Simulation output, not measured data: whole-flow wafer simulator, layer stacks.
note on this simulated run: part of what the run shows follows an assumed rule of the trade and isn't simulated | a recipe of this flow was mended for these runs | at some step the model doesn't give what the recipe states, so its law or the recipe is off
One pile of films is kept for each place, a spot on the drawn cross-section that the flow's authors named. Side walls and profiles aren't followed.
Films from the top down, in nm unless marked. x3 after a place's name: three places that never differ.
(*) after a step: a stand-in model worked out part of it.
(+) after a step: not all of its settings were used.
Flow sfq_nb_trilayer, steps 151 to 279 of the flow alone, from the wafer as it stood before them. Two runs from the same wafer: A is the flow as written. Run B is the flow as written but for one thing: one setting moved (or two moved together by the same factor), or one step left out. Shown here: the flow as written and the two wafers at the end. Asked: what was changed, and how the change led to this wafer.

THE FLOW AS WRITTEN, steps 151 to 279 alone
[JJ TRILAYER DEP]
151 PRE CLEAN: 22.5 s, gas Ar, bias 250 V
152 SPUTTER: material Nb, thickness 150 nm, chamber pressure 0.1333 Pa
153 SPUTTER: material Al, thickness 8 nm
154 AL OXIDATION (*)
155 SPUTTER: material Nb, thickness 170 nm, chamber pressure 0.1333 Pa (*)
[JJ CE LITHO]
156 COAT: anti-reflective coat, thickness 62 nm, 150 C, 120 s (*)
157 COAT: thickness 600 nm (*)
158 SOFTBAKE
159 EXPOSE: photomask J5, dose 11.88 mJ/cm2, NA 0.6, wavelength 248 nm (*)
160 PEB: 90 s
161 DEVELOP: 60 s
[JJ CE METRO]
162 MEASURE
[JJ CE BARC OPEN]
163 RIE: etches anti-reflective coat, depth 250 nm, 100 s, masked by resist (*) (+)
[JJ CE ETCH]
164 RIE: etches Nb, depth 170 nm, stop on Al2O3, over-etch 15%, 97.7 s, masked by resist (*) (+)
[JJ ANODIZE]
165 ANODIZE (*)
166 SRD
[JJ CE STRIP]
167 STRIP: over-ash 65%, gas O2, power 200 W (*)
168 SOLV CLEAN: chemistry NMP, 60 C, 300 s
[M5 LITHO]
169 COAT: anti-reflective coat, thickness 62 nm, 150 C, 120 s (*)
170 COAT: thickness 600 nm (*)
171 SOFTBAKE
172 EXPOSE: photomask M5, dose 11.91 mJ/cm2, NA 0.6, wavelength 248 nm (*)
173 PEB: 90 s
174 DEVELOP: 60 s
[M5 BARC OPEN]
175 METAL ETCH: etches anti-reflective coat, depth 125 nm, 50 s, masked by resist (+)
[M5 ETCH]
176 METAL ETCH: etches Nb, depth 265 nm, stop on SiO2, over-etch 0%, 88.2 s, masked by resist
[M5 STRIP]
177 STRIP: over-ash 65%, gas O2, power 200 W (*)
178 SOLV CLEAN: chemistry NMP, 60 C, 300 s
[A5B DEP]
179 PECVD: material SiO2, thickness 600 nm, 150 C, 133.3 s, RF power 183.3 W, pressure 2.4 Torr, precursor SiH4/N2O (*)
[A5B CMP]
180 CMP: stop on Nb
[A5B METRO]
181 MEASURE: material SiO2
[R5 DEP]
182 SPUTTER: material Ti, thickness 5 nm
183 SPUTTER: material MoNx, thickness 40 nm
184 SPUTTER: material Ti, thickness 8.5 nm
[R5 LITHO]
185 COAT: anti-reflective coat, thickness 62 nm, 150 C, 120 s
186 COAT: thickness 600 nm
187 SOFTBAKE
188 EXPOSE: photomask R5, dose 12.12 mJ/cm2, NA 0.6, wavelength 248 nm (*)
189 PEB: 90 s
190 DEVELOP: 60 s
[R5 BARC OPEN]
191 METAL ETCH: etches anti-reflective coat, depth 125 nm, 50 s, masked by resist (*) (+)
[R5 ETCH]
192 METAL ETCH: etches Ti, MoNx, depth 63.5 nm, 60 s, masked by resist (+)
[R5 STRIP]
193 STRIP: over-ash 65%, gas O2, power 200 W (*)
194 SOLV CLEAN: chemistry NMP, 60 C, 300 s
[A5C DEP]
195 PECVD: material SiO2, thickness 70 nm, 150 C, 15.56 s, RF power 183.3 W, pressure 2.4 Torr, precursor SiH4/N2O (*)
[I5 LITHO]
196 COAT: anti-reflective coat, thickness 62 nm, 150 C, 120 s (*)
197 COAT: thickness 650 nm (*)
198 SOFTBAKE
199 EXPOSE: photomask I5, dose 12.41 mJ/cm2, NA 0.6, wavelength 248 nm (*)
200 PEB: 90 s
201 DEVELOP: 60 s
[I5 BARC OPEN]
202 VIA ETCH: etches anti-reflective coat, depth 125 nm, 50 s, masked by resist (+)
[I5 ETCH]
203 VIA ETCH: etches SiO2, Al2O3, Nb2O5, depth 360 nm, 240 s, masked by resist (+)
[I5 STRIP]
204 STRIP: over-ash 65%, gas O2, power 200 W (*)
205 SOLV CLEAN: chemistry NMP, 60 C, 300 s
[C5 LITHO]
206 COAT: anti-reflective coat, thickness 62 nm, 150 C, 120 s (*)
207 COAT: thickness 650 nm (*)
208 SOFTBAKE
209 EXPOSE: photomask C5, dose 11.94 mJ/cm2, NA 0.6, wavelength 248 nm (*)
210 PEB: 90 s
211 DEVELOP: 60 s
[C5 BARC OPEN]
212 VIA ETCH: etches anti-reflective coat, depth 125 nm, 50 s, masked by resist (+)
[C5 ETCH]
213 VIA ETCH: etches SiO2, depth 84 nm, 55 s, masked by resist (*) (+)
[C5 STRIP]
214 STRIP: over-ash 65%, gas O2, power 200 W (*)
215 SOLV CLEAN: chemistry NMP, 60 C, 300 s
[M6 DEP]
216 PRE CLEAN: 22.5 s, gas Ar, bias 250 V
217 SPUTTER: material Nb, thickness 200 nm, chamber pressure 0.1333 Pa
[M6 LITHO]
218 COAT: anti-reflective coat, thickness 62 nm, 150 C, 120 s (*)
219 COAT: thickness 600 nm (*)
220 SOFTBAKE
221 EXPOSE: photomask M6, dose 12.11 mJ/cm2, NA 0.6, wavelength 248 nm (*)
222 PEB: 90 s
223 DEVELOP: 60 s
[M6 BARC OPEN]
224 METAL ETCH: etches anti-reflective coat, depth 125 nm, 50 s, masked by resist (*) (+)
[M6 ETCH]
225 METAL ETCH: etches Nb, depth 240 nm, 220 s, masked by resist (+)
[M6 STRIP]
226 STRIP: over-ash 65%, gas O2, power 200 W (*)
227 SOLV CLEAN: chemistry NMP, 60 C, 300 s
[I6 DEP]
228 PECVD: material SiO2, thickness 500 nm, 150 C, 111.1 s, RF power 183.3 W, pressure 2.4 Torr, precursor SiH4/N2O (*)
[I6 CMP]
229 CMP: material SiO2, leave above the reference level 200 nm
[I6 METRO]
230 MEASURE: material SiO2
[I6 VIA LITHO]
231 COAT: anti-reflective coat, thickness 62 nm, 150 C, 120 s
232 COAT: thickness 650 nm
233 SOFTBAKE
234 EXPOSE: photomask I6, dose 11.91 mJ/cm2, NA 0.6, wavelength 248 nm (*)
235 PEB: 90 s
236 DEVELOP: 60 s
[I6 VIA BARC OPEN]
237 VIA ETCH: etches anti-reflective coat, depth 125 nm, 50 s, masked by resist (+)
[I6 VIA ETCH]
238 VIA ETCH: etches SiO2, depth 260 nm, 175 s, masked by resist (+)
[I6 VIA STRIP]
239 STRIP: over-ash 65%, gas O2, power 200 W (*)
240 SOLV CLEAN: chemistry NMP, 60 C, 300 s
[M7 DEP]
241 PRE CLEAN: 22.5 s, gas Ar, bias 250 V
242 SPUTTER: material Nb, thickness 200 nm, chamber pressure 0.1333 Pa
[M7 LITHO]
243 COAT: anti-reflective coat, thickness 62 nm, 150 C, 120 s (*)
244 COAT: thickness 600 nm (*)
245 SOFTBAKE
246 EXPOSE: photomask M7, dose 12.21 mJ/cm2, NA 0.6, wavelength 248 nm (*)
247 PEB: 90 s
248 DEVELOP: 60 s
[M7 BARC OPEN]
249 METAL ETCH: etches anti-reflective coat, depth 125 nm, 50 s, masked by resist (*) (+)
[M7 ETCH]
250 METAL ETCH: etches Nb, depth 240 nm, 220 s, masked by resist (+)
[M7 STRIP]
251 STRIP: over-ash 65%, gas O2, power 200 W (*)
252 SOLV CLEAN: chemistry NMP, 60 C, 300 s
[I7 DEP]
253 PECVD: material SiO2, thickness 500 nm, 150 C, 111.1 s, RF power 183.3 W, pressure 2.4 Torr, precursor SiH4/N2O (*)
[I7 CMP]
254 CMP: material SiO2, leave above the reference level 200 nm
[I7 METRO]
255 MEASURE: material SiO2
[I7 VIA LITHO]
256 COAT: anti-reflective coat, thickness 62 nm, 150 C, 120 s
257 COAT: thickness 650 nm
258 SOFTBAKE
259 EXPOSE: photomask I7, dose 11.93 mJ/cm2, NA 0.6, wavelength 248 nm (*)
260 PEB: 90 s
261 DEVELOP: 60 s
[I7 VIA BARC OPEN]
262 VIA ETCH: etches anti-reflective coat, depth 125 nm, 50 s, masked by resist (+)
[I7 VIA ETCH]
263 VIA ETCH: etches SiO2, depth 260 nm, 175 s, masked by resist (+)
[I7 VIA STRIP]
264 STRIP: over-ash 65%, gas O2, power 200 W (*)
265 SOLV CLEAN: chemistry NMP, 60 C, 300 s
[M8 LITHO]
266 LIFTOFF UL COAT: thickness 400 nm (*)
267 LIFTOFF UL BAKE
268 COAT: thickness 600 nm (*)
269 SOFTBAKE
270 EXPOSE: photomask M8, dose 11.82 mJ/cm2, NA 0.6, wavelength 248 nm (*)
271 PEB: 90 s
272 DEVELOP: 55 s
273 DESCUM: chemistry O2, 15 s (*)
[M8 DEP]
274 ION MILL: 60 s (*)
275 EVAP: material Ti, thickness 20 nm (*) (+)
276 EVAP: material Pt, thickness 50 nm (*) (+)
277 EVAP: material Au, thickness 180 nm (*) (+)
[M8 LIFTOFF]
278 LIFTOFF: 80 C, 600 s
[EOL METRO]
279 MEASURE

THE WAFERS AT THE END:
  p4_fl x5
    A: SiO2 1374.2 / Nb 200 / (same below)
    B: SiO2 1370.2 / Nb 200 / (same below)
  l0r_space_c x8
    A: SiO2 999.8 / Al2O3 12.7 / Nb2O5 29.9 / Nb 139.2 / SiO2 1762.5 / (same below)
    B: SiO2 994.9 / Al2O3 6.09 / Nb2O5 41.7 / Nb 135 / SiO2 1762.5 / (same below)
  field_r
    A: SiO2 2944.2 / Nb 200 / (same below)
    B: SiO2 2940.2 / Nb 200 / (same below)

The cause: step 153, SPUTTER: thickness 4 nm was run, where the flow has thickness 8 nm.

How the change led to this, step by step:
  153 SPUTTER: material Al, thickness 8 nm
      field_l, v_sur, via_sp and 100 more: A Al +8 (new film) | B Al +4 (new film)
      via_wl, via_wr: A Al +5.13 (new film) | B Al +2.56 (new film)
      (and at 1 more place)
  156 COAT: anti-reflective coat, thickness 62 nm, 150 C, 120 s (*)
      via_wl, via_wr: A anti-reflective coat +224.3 (new film) | B anti-reflective coat +218.8 (new film)
      via_w: A anti-reflective coat +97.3 (new film) | B anti-reflective coat +95.3 (new film)
  163 RIE: etches anti-reflective coat, depth 250 nm, 100 s, masked by resist (*) (+)
      via_wl, via_wr: A anti-reflective coat -224.3 (all of it) | B anti-reflective coat -218.8 (all of it)
      via_w: A anti-reflective coat -97.3 (all of it) | B anti-reflective coat -95.3 (all of it)
  165 ANODIZE (*)
      field_l, v_sur, via_sp and 96 more: A Al2O3 +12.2, Nb2O5 +29.9 (new film), Al -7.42 (all of it), Nb -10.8 | B Al2O3 +5.64, Nb2O5 +41.7 (new film), Al -3.42 (all of it), Nb -15
      via_wl, via_wr: A Al2O3 +7.51 (new film), Nb2O5 +39.2 (new film), Al -4.55 (all of it), Nb -14.1 | B Al2O3 +3.27 (new film), Nb2O5 +46.8 (new film), Al -1.98 (all of it), Nb -16.8
      (and at 1 more place)
  169 COAT: anti-reflective coat, thickness 62 nm, 150 C, 120 s (*)
      c5j: A anti-reflective coat +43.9 (new film) | B anti-reflective coat +42.9 (new film)
      be_r: A anti-reflective coat +53.4 (new film) | B anti-reflective coat +54.5 (new film)
  176 METAL ETCH: etches Nb, depth 265 nm, stop on SiO2, over-etch 0%, 88.2 s, masked by resist
      field_l, res, field_r and 43 more: A Al2O3 -12.6 (all of it), Nb2O5 -29.9 (all of it), Nb -139.2 (all of it), SiO2 -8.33 | B Al2O3 -5.96 (all of it), Nb2O5 -41.7 (all of it), Nb -135 (all of it), SiO2 -8.23
      r_end, moat, wl_b_sl, wl_g_sl: A Al2O3 -12.6 (all of it), Nb2O5 -29.9 (all of it), Nb -139.2 (all of it), SiO2 -8.33 | B Al2O3 -5.97 (all of it), Nb2O5 -41.7 (all of it), Nb -135 (all of it), SiO2 -8.23
      (and at 3 more places)
  177 STRIP: over-ash 65%, gas O2, power 200 W (*)
      c5j: A KrF-resist-other-grade -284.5 (all of it), anti-reflective coat -43.9 (all of it) | B KrF-resist-other-grade -288.7 (all of it), anti-reflective coat -42.9 (all of it)
      be_r: A KrF-resist-other-grade -391.9 (all of it), anti-reflective coat -53.4 (all of it) | B KrF-resist-other-grade -390.5 (all of it), anti-reflective coat -54.5 (all of it)
  180 CMP: stop on Nb
      via_wl, via_wr: A SiO2 -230 | B SiO2 -234.7
      via_w: A SiO2 -229.6 | B SiO2 -234.4
  203 VIA ETCH: etches SiO2, Al2O3, Nb2O5, depth 360 nm, 240 s, masked by resist (+)
      be: A SiO2 -214.5 (all of it), Al2O3 -12.7 (all of it), Nb2O5 -29.9 (all of it), Nb -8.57 | B SiO2 -209.6 (all of it), Al2O3 -6.09 (all of it), Nb2O5 -41.7 (all of it), Nb -8.55
  218 COAT: anti-reflective coat, thickness 62 nm, 150 C, 120 s (*)
      wire: A anti-reflective coat +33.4 (new film) | B anti-reflective coat +34.1 (new film)
  226 STRIP: over-ash 65%, gas O2, power 200 W (*)
      wire: A KrF-resist-other-grade -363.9 (all of it), anti-reflective coat -33.4 (all of it) | B KrF-resist-other-grade -363.3 (all of it), anti-reflective coat -34.1 (all of it)
